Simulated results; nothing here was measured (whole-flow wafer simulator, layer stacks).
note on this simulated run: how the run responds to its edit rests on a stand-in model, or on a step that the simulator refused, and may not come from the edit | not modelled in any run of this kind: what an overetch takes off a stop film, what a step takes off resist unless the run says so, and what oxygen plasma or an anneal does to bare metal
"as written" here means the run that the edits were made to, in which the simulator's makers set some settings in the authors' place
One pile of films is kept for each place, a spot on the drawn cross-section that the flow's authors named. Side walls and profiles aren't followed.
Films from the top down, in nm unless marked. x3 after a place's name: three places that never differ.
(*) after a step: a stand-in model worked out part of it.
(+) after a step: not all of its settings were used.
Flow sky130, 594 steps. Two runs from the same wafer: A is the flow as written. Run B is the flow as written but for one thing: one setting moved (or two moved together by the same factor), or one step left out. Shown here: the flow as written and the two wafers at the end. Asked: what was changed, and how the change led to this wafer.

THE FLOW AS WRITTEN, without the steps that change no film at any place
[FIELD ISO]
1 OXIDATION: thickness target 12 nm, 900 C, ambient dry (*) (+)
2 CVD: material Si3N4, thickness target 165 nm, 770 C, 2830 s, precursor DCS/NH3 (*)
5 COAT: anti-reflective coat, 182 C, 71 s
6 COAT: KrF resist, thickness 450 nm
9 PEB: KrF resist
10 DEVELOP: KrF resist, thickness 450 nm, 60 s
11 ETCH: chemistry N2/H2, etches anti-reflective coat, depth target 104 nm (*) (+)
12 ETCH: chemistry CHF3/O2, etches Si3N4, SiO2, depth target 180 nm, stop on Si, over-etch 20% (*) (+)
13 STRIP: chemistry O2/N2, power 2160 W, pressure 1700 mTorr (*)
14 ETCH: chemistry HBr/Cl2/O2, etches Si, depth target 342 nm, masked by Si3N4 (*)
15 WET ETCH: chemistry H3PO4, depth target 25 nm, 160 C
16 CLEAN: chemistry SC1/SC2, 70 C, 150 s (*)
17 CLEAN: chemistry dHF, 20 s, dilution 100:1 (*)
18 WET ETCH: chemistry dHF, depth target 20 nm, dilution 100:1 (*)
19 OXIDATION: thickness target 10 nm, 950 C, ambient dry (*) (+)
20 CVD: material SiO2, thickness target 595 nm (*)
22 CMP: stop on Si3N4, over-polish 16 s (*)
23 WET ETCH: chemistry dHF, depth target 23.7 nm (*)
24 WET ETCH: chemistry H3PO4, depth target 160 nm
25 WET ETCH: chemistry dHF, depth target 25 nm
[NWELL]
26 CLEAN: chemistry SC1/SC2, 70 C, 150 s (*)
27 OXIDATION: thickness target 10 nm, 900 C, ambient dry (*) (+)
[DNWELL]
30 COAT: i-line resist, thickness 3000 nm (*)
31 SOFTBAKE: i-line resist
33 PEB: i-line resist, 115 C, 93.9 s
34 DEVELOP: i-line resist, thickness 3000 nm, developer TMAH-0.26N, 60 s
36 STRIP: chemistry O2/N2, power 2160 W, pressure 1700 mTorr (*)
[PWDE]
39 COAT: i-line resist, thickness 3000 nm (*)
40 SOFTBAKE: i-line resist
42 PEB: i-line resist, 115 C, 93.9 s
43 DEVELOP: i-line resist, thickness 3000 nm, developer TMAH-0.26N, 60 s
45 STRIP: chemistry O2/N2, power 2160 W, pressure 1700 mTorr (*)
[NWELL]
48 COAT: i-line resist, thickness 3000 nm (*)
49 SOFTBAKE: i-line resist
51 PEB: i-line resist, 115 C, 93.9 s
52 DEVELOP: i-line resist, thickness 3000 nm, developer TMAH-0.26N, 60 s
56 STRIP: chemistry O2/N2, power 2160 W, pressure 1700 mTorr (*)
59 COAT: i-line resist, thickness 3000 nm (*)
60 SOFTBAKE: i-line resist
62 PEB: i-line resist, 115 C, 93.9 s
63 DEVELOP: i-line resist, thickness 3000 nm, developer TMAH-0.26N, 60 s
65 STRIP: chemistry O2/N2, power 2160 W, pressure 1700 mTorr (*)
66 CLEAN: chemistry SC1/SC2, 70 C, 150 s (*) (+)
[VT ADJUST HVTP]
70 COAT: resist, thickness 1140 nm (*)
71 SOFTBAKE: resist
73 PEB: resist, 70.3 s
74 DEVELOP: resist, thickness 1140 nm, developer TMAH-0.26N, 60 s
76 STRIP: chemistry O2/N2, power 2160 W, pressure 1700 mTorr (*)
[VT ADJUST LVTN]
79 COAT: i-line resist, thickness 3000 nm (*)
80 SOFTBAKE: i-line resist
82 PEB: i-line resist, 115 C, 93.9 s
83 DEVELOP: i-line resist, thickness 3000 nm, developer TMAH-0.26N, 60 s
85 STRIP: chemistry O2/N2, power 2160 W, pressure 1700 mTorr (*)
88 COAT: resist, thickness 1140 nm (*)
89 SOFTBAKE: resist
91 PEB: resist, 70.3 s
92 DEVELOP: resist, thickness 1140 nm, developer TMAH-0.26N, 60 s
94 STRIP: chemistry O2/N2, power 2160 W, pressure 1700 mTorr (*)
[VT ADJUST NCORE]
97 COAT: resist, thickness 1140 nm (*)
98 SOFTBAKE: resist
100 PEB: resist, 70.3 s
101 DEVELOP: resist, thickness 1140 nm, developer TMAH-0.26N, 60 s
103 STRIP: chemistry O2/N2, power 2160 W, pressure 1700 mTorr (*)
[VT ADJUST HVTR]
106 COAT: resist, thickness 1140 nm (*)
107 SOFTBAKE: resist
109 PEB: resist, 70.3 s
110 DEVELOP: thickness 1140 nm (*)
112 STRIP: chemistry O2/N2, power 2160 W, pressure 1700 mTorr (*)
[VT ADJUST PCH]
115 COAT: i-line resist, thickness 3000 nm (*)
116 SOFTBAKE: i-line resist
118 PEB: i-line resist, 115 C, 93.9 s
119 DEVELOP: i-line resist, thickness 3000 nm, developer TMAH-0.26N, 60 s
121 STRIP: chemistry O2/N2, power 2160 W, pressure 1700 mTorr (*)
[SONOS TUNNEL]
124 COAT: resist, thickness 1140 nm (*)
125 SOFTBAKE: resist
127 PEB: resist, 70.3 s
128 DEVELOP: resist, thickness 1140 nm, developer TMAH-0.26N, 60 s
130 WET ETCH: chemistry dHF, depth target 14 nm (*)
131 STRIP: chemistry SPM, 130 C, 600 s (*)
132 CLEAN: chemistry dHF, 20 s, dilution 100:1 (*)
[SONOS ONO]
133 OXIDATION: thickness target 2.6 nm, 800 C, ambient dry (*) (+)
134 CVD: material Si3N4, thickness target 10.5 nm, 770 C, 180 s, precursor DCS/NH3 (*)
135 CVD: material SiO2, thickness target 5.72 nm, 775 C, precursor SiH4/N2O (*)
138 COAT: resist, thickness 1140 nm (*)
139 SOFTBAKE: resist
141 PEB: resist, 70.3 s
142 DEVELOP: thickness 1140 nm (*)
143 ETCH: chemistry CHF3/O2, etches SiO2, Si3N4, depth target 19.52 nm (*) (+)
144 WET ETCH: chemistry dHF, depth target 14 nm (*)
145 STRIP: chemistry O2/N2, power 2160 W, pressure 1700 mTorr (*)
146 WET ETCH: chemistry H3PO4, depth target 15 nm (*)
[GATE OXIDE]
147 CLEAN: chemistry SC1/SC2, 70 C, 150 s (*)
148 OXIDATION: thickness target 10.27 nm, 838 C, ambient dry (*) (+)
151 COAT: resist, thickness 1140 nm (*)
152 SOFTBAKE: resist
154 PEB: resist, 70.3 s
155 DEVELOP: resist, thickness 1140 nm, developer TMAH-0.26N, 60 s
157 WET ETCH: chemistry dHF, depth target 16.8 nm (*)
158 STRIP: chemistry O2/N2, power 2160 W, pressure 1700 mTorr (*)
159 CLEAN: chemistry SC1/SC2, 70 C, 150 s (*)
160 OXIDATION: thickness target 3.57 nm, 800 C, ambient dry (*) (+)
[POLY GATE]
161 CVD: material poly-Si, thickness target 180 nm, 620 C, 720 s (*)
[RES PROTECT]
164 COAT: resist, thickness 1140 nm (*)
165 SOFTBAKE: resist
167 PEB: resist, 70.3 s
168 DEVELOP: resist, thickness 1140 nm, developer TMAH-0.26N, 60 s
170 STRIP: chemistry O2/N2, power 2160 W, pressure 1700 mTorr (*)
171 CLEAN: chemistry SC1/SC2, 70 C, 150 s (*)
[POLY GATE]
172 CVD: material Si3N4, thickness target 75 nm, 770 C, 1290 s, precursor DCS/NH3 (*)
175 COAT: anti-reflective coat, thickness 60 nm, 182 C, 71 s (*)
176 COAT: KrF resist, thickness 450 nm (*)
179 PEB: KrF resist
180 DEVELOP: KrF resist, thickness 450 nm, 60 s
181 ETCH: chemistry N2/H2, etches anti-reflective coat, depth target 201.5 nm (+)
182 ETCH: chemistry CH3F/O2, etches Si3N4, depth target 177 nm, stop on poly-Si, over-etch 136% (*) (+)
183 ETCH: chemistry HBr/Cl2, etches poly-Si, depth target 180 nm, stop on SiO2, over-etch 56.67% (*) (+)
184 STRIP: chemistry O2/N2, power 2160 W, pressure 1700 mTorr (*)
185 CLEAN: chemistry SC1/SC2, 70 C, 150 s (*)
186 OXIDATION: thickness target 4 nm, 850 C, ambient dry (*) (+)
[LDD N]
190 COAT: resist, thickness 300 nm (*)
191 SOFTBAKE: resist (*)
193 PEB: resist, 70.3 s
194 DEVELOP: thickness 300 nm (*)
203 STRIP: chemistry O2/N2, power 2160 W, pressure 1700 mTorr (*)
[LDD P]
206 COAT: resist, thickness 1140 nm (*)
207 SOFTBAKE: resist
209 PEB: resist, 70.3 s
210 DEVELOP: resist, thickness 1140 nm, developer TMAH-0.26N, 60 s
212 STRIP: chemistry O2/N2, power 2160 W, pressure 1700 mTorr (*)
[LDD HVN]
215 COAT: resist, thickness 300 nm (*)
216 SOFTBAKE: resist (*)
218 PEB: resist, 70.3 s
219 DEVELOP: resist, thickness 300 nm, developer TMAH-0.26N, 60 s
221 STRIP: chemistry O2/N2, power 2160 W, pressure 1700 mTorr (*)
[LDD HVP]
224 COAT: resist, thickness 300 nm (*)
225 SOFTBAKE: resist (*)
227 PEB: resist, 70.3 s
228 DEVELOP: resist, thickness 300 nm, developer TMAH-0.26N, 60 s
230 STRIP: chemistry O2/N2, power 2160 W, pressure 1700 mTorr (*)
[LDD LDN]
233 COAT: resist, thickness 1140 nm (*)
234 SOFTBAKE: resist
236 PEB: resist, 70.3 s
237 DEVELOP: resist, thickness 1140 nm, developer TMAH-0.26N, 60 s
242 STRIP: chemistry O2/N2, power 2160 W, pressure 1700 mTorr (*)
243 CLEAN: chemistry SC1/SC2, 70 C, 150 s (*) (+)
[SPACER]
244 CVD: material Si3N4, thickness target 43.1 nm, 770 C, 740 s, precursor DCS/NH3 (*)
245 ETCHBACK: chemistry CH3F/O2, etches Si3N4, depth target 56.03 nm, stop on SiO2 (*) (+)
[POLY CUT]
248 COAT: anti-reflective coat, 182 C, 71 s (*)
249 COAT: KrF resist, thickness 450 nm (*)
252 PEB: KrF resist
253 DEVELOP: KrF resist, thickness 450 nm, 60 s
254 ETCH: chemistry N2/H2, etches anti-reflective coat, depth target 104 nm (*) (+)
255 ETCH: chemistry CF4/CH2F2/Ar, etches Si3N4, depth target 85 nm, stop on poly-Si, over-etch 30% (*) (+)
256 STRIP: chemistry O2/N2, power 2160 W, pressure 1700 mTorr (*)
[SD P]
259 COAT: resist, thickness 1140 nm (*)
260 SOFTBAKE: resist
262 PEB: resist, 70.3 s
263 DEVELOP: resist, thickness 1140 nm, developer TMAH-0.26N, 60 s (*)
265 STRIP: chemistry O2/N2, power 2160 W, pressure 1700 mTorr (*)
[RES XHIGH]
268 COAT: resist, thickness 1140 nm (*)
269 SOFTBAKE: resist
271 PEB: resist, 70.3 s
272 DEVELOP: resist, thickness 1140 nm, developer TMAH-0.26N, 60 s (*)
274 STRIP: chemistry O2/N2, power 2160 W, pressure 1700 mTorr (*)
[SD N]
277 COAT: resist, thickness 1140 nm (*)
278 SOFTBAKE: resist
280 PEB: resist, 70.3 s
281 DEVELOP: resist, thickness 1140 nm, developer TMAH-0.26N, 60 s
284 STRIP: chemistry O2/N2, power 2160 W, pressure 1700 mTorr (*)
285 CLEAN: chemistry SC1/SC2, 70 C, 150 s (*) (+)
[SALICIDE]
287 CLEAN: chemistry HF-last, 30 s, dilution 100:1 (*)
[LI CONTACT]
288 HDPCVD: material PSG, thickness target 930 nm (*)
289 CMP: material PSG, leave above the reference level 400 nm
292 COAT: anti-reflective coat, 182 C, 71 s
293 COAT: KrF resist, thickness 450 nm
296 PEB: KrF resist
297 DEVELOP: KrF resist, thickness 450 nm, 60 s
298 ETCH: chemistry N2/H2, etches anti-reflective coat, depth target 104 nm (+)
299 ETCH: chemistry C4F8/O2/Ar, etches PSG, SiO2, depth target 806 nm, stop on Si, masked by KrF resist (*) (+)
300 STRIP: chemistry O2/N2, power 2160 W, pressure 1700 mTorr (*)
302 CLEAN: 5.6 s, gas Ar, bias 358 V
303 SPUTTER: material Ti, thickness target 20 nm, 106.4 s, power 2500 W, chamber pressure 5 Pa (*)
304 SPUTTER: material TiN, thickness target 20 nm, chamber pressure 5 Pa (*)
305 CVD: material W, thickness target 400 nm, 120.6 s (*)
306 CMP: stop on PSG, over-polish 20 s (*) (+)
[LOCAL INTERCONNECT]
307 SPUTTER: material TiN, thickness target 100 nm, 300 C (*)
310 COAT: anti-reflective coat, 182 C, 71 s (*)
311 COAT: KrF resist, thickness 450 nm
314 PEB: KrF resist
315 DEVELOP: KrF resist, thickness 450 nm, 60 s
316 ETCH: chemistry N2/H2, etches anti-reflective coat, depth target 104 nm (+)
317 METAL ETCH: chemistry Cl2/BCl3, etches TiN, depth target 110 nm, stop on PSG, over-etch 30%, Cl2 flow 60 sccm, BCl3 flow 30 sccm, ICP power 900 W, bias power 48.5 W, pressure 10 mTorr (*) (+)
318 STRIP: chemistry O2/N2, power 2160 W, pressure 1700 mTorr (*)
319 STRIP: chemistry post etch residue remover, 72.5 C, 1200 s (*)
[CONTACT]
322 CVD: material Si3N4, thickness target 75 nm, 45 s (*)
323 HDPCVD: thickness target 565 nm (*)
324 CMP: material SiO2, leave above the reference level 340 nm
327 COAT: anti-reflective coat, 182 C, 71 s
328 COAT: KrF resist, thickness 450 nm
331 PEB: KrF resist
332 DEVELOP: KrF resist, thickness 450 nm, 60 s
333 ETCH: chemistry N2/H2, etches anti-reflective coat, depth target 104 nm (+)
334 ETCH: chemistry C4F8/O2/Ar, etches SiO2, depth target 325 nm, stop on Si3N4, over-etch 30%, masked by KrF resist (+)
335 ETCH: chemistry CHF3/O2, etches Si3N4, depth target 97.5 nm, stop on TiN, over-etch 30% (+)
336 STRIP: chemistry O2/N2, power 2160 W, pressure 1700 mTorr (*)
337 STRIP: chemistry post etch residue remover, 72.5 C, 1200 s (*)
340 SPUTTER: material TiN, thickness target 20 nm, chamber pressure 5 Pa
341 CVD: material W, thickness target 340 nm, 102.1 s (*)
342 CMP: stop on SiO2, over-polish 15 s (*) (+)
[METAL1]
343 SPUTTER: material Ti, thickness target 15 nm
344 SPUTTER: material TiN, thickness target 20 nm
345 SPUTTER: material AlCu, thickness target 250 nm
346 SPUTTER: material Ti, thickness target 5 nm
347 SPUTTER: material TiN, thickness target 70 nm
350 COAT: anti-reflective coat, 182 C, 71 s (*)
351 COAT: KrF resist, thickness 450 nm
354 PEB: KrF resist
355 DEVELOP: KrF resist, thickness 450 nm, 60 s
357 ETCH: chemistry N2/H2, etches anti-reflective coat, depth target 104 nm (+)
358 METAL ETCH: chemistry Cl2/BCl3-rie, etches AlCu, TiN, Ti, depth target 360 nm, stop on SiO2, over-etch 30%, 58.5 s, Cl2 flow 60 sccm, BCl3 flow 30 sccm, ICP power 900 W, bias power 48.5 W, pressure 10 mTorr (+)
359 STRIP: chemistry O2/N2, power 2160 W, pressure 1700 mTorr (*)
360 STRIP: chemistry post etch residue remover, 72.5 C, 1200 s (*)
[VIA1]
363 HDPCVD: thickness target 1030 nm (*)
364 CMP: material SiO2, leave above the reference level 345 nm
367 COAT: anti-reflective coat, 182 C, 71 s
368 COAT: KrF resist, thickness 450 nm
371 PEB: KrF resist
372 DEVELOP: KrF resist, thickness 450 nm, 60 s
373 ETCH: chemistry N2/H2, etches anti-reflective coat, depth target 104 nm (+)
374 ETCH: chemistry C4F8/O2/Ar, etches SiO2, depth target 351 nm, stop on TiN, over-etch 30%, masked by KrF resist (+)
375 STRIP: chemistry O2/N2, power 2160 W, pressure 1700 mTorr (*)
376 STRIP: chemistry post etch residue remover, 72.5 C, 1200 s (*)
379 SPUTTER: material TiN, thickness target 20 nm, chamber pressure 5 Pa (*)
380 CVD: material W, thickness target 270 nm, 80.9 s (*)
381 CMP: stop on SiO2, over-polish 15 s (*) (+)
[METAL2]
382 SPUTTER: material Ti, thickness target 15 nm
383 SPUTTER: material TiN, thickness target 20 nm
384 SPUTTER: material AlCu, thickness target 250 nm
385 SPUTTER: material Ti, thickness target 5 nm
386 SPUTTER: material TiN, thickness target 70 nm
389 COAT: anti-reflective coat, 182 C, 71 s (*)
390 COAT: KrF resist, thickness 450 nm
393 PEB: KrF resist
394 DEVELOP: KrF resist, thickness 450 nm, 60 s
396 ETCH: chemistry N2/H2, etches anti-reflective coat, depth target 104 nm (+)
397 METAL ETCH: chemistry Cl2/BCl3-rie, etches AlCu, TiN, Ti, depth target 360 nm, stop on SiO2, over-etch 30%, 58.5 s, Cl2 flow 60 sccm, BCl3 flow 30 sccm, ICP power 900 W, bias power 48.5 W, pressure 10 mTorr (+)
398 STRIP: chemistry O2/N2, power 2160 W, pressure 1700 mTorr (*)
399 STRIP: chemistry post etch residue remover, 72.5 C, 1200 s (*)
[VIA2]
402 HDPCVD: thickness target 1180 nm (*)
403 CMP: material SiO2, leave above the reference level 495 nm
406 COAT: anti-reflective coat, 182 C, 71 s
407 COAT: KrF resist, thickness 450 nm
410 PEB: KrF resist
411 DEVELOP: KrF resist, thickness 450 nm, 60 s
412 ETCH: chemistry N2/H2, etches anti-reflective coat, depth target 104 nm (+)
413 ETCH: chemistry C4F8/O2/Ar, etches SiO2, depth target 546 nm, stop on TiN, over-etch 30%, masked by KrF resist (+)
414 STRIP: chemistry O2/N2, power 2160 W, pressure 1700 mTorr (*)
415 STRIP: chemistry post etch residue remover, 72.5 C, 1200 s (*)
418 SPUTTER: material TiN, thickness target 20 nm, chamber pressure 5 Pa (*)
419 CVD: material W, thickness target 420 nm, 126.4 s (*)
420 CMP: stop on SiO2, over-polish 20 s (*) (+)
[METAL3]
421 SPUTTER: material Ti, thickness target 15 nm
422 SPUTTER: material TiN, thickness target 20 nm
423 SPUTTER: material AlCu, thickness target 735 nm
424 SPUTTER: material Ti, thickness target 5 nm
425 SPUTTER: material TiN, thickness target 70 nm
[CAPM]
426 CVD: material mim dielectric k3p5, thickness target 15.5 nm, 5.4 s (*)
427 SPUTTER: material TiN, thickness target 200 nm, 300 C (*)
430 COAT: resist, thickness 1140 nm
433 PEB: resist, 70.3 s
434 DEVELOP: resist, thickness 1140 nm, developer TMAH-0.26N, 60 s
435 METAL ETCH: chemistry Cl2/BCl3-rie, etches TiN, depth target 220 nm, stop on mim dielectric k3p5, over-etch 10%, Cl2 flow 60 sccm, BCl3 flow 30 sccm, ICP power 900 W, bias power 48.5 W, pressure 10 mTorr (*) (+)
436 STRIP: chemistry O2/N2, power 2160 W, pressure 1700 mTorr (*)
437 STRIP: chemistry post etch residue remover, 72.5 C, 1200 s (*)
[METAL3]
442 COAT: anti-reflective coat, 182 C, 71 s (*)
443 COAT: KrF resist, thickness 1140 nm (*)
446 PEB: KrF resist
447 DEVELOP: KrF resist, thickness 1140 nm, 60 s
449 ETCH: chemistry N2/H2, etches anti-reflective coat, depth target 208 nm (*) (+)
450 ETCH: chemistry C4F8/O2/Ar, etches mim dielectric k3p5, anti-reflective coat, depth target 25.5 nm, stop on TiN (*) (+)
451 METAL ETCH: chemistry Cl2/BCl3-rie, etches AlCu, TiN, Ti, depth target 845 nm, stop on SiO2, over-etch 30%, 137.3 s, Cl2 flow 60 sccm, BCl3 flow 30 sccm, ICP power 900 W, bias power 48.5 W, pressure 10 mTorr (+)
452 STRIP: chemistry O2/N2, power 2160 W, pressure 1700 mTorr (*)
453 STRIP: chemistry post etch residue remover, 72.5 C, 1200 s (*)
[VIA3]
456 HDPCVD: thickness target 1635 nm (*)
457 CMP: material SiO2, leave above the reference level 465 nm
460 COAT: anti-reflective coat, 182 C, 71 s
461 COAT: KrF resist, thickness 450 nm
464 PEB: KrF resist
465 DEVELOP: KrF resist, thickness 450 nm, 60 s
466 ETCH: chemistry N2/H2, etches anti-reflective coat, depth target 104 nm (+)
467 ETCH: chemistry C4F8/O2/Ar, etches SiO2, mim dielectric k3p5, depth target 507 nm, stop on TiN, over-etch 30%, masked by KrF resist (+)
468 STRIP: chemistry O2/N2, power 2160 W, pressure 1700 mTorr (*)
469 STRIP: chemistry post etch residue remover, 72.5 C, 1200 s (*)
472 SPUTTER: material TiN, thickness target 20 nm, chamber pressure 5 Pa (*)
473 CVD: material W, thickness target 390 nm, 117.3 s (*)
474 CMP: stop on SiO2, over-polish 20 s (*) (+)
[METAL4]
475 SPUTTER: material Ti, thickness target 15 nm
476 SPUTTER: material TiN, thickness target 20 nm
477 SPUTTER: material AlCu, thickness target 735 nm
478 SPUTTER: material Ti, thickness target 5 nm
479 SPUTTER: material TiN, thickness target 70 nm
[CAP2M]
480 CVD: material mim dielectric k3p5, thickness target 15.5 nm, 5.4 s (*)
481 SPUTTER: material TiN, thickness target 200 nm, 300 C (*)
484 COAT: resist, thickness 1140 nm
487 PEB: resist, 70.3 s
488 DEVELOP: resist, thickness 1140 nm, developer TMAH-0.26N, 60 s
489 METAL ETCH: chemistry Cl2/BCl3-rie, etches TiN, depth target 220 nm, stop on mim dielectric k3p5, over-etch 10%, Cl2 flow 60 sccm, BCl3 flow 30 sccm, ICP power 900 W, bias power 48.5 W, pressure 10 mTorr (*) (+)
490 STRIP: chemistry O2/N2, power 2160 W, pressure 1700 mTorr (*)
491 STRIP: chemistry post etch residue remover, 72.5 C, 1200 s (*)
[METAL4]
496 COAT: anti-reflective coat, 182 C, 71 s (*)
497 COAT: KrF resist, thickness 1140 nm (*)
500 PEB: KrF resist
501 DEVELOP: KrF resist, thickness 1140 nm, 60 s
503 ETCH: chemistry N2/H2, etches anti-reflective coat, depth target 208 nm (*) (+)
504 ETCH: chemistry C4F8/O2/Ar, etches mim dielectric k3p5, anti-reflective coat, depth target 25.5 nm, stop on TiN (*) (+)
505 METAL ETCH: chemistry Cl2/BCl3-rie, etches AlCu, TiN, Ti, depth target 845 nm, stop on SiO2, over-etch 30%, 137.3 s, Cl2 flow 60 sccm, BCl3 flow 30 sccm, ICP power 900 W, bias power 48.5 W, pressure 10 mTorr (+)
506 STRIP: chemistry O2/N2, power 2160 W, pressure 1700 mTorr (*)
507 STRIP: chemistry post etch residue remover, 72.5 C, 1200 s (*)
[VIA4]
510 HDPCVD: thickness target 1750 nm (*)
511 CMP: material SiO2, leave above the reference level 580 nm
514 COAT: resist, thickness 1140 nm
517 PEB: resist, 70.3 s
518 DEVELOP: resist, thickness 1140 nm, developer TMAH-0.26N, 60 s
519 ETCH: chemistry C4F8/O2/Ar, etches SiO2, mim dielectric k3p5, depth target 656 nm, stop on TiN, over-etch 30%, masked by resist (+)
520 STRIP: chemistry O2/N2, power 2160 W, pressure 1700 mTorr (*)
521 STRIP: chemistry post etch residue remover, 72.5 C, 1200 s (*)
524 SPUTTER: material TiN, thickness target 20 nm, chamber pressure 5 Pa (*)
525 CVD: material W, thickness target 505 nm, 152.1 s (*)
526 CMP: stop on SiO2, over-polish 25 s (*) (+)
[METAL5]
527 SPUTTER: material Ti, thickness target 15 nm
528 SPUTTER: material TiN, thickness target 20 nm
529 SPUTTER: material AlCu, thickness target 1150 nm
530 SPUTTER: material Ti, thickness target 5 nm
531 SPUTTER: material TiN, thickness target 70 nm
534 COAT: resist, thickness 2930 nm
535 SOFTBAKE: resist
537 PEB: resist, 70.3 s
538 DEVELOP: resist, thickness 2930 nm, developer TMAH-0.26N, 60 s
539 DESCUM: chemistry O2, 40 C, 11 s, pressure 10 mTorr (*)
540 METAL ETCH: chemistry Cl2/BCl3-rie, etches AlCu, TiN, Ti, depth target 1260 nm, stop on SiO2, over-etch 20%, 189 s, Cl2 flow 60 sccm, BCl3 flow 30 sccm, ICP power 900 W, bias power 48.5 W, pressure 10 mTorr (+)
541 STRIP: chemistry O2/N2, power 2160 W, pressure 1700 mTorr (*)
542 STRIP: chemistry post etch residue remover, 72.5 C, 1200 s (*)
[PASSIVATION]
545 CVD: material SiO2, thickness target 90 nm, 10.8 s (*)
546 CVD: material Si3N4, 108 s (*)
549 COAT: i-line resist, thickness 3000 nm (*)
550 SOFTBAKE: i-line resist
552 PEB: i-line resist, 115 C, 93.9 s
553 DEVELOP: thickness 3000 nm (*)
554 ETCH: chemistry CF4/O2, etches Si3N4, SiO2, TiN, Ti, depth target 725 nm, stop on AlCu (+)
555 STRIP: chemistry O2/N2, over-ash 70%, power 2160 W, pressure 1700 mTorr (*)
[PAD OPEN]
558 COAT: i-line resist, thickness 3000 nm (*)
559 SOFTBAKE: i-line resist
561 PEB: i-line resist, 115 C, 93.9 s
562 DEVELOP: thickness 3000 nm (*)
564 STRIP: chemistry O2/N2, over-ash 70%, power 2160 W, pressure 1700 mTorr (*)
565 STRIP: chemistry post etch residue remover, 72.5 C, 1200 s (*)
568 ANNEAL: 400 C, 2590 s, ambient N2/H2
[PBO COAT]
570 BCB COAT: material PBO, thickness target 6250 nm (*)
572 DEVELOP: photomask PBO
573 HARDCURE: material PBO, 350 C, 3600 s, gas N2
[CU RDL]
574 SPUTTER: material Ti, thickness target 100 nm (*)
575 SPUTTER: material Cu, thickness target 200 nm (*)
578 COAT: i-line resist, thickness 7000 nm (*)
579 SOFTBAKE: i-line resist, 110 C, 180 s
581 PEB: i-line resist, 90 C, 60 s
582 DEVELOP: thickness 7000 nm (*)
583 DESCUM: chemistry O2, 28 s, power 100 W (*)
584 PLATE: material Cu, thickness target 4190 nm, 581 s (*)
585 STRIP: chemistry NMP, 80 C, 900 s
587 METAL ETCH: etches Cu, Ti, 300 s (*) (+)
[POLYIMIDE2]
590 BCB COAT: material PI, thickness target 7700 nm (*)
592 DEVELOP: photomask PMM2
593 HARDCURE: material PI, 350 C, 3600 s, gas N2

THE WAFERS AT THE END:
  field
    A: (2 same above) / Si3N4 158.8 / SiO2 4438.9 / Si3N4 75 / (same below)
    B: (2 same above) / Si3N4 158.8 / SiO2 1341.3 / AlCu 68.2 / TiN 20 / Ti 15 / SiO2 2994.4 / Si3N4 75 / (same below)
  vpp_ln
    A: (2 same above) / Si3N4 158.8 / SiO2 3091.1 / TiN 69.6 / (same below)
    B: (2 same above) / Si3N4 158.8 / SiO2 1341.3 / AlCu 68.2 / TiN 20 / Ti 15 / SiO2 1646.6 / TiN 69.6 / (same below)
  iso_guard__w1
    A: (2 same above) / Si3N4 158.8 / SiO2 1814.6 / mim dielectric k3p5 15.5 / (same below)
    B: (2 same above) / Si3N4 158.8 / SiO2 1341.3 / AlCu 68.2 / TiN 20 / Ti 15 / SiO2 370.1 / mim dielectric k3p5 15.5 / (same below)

The cause: step 505, METAL ETCH: depth target 566.2 nm was run, where the flow has depth target 845 nm; step 505, METAL ETCH: 92 s was run, where the flow has 137.3 s.

How the change led to this, step by step:
  505 METAL ETCH: chemistry Cl2/BCl3-rie, etches AlCu, TiN, Ti, depth target 845 nm, stop on SiO2, over-etch 30%, 137.3 s, Cl2 flow 60 sccm, BCl3 flow 30 sccm, ICP power 900 W, bias power 48.5 W, pressure 10 mTorr (+)
      field, gate, spacer and 68 more: A TiN -70 (all of it), Ti -5 (all of it), AlCu -735 (all of it), TiN -20 (all of it), Ti -15 (all of it), SiO2 -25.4 | B TiN -70 (all of it), Ti -5 (all of it), AlCu -661.1
      active, vpp_iso1, mim_edge_plate and 14 more: A TiN -70 (all of it), Ti -5 (all of it), AlCu -735 (all of it), TiN -20 (all of it), Ti -15 (all of it), SiO2 -25.3 | B TiN -70 (all of it), Ti -5 (all of it), AlCu -661.1
      (and at 105 more places)
  506 STRIP: chemistry O2/N2, power 2160 W, pressure 1700 mTorr (*)
      n_well, p_well, gate_hv and 81 more: A KrF resist -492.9 (all of it), anti-reflective coat -80 (all of it) | B KrF resist -674.1 (all of it), anti-reflective coat -80 (all of it)
      m1, via3_hole: A KrF resist -493 (all of it), anti-reflective coat -80.5 (all of it) | B KrF resist -674.2 (all of it), anti-reflective coat -80.5 (all of it)
      (and at 19 more places)
  507 STRIP: chemistry post etch residue remover, 72.5 C, 1200 s (*)
      field, active, gate and 85 more: A nothing | B AlCu -5.72
  510 HDPCVD: thickness target 1750 nm (*)
      field, active, gate and 85 more: A SiO2 +1750 | B SiO2 +1750 (new film)
  511 CMP: material SiO2, leave above the reference level 580 nm
      field, active, gate and 77 more: A SiO2 -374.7 | B SiO2 -503.2
      iso_guard__w1, mim_edge_gap, vpp_l1ln, vpp_m3ln, rpm_encl, via2_enc, rpm_encl_psd, iso_guard_nsd_tip: A SiO2 -374.6 | B SiO2 -503.2
Counting metal films that touch as one body, field has 1 body; the flow as written gives 0 bodies.
Counting metal films that touch as one body, vpp_ln has 3 bodies (between them, from the top down: SiO2 1646.6; SiO2 267.2); the flow as written gives 2 bodies (between them, from the top down: SiO2 267.2).
Counting metal films that touch as one body, iso_guard__w1 has 2 bodies (between them, from the top down: SiO2 370.1 / mim dielectric k3p5 15.5); the flow as written gives 1 body.
